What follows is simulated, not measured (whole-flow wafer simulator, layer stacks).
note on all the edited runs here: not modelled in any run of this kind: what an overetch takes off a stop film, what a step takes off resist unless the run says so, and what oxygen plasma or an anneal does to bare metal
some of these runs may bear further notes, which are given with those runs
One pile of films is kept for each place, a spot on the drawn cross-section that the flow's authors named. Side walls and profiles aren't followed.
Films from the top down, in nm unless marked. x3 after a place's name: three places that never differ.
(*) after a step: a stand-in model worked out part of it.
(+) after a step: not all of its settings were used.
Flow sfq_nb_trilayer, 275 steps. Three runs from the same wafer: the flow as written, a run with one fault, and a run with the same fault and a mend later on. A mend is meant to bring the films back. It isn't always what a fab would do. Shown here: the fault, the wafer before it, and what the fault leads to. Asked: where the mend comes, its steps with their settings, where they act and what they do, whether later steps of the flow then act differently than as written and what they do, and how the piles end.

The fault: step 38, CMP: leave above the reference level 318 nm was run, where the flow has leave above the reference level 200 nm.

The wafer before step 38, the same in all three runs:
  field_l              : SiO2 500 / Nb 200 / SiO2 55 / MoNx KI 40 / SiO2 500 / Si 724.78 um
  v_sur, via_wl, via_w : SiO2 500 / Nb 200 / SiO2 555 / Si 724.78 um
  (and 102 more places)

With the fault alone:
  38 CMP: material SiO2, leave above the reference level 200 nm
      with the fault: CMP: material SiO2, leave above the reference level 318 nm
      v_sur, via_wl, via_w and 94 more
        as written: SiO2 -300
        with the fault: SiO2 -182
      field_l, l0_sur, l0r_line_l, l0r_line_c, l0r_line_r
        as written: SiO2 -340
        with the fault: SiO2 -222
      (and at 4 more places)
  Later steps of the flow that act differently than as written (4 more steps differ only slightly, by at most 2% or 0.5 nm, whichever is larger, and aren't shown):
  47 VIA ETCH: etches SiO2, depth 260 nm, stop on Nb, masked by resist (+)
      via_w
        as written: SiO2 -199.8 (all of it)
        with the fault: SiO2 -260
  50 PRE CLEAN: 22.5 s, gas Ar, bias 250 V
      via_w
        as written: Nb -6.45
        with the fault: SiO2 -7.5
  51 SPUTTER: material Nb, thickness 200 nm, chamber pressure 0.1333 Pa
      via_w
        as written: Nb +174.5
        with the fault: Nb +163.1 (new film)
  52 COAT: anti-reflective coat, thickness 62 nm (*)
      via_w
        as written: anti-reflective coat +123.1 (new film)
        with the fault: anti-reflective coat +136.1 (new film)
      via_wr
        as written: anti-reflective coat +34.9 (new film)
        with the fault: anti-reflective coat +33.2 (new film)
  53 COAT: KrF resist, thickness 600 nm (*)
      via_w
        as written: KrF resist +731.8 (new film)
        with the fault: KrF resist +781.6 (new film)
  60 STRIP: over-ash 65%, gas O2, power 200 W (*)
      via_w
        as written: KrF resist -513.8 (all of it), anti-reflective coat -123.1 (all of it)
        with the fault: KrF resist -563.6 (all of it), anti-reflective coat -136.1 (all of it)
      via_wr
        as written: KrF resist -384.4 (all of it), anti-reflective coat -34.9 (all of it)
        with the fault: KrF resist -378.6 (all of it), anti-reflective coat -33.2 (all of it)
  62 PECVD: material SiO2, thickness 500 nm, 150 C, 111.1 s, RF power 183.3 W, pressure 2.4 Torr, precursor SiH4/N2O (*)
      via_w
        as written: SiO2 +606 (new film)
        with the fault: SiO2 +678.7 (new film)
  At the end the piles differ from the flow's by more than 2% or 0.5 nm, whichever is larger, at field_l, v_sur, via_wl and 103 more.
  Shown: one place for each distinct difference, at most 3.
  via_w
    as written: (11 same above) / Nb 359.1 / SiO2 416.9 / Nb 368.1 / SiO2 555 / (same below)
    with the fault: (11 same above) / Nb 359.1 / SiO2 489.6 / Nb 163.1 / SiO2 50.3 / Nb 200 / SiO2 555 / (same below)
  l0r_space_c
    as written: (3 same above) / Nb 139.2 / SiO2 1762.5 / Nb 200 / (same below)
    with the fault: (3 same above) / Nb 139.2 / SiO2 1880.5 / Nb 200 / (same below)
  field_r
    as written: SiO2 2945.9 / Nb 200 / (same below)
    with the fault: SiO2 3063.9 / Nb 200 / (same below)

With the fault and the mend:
  The mend comes after step 39.
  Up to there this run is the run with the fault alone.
  39a CMP: material SiO2, leave above the reference level 200 nm (the flow's step 38 once more)
      field_l, v_sur, via_wl and 103 more
        SiO2 -118
  No later step of the flow acts differently than as written at any place that is followed.
  At the end the piles are the same as the flow's at every place that both follow.
